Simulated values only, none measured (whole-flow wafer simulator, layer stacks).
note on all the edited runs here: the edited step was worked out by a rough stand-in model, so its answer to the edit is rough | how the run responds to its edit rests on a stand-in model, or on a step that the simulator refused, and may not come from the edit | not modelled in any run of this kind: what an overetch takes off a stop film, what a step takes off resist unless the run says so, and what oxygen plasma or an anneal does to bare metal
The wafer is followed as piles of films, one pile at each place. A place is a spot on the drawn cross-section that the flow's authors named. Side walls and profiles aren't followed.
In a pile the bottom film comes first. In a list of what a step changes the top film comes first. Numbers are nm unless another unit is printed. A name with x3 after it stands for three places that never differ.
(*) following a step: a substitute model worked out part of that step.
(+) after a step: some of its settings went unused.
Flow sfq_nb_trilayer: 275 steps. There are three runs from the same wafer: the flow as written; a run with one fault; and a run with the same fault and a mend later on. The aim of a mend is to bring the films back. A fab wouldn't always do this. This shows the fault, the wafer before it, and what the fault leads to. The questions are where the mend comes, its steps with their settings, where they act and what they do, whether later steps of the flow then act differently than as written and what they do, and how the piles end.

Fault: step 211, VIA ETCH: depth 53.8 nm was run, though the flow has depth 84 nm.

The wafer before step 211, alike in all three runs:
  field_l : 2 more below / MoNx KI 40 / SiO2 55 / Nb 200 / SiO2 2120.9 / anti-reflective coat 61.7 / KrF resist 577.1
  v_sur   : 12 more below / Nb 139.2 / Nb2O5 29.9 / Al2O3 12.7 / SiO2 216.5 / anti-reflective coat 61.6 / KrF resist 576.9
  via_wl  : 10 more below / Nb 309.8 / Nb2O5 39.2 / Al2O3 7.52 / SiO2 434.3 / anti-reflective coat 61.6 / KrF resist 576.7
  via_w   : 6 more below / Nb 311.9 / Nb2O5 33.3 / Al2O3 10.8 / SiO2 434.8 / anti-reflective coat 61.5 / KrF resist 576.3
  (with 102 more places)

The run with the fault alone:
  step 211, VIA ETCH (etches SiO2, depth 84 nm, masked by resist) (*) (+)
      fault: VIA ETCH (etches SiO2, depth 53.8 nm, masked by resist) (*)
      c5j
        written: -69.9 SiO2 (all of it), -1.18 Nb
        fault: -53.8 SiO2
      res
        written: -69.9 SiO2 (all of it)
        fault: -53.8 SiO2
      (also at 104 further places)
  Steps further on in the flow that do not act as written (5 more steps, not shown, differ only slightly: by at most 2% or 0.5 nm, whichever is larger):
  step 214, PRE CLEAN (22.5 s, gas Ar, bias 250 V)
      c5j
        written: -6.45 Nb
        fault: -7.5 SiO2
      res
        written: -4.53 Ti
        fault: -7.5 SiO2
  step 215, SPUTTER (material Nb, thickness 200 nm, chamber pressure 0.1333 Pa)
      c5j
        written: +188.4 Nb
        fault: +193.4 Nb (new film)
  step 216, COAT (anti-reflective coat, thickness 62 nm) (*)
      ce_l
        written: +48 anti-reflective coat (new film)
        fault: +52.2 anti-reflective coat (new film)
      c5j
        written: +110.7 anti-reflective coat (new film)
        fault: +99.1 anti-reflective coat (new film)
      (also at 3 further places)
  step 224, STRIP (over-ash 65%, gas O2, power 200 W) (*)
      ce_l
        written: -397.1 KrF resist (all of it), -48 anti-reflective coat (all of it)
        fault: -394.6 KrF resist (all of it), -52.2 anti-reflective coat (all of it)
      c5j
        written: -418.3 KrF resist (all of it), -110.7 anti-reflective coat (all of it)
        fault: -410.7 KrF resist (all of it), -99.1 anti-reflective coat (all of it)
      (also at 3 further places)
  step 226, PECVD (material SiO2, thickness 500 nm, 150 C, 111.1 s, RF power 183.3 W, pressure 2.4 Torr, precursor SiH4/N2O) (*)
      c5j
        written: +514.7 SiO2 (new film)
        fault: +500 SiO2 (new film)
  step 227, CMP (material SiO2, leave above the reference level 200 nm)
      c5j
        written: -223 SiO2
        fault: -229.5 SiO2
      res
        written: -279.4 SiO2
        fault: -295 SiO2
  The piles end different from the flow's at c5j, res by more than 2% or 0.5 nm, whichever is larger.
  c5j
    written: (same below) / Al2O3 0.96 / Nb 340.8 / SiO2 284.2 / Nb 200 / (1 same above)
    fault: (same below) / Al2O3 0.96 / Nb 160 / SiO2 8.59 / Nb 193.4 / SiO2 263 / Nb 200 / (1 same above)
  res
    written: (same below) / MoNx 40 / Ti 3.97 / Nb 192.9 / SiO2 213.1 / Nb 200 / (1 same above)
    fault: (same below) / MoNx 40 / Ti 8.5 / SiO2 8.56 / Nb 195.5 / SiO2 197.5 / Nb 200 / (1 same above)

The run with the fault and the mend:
  After step 211 comes the mend.
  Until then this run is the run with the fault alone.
  step 211a, VIA ETCH (etches SiO2, depth 30.2 nm, masked by resist) (*) (+) (the flow's step 211 again, with other settings)
      field_l, v_sur, via_wl and 101 more
        -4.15 KrF resist
      c5j
        -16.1 SiO2 (all of it), -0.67 Nb
      res
        -16.1 SiO2 (all of it)
  Every later step of the flow that is run acts as written, at every place that is followed, to within 2% or 0.5 nm, whichever is larger.
  When the end is reached, the piles differ only a little from the flow's at the places that both follow, at most by 2% or 0.5 nm, whichever is larger.
